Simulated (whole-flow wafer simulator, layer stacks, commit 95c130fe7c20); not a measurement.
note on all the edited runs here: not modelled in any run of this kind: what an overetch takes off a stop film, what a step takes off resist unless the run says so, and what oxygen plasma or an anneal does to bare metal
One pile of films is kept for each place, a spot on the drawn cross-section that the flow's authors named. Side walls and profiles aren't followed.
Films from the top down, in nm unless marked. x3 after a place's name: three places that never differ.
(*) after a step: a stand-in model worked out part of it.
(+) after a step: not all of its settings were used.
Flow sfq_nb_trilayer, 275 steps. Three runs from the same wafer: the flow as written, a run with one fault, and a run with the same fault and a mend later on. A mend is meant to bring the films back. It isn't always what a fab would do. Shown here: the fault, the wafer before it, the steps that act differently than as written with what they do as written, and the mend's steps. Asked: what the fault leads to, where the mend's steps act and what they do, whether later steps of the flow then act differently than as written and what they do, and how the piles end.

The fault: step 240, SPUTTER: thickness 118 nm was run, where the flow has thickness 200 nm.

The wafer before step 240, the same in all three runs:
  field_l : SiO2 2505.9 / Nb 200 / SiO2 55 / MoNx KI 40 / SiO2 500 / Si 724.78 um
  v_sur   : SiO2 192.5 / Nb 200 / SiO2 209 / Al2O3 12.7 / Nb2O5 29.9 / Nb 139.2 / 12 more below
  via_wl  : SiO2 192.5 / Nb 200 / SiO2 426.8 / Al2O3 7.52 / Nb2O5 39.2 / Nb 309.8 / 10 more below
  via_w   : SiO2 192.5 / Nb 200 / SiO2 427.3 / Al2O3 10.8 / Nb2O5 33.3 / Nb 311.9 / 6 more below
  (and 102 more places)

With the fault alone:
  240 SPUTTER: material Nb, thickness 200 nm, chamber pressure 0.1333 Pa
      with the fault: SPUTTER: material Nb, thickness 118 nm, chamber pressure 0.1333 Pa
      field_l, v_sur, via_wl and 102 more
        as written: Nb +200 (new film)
        with the fault: Nb +118 (new film)
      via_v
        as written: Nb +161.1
        with the fault: Nb +94.9
  Later steps of the flow that act differently than as written (3 more steps differ only slightly, by at most 2% or 0.5 nm, whichever is larger, and aren't shown):
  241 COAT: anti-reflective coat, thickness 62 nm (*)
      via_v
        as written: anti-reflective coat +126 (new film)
        with the fault: anti-reflective coat +121.4 (new film)
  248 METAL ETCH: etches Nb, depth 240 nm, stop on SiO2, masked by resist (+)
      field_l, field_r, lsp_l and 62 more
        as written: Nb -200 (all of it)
        with the fault: Nb -118 (all of it)
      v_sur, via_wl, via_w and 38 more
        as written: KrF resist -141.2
        with the fault: KrF resist -104.1
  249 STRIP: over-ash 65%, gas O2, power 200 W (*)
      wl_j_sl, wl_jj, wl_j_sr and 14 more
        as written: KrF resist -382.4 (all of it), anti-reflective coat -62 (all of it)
        with the fault: KrF resist -419.4 (all of it), anti-reflective coat -62 (all of it)
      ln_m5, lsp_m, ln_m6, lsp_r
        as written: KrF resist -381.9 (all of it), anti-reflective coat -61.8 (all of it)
        with the fault: KrF resist -419 (all of it), anti-reflective coat -61.8 (all of it)
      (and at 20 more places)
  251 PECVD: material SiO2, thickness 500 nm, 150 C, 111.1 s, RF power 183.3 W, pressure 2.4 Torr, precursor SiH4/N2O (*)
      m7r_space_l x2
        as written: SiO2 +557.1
        with the fault: SiO2 +500
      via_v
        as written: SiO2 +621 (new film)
        with the fault: SiO2 +596.2 (new film)
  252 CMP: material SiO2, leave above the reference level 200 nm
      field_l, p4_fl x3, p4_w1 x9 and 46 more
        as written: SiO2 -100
        with the fault: SiO2 -182
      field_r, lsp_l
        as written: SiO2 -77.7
        with the fault: SiO2 -168.8
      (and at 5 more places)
  At the end the piles differ from the flow's by more than 2% or 0.5 nm, whichever is larger, at field_l, v_sur, via_wl and 103 more.
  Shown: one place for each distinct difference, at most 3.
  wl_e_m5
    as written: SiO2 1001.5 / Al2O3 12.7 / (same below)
    with the fault: SiO2 919.5 / Al2O3 12.7 / (same below)
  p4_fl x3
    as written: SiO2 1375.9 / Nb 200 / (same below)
    with the fault: SiO2 1293.9 / Nb 200 / (same below)
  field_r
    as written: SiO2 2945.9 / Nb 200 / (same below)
    with the fault: SiO2 2863.9 / Nb 200 / (same below)

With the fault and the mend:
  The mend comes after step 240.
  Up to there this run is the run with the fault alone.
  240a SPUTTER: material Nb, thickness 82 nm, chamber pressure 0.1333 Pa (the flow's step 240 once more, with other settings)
      field_l, v_sur, via_wl and 102 more
        Nb +82
      via_v
        Nb +62.8
  No later step of the flow acts differently than as written, at any place that is followed, by more than 2% or 0.5 nm, whichever is larger.
  At the end the piles differ from the flow's only slightly at the places that both follow, by at most 2% or 0.5 nm, whichever is larger.
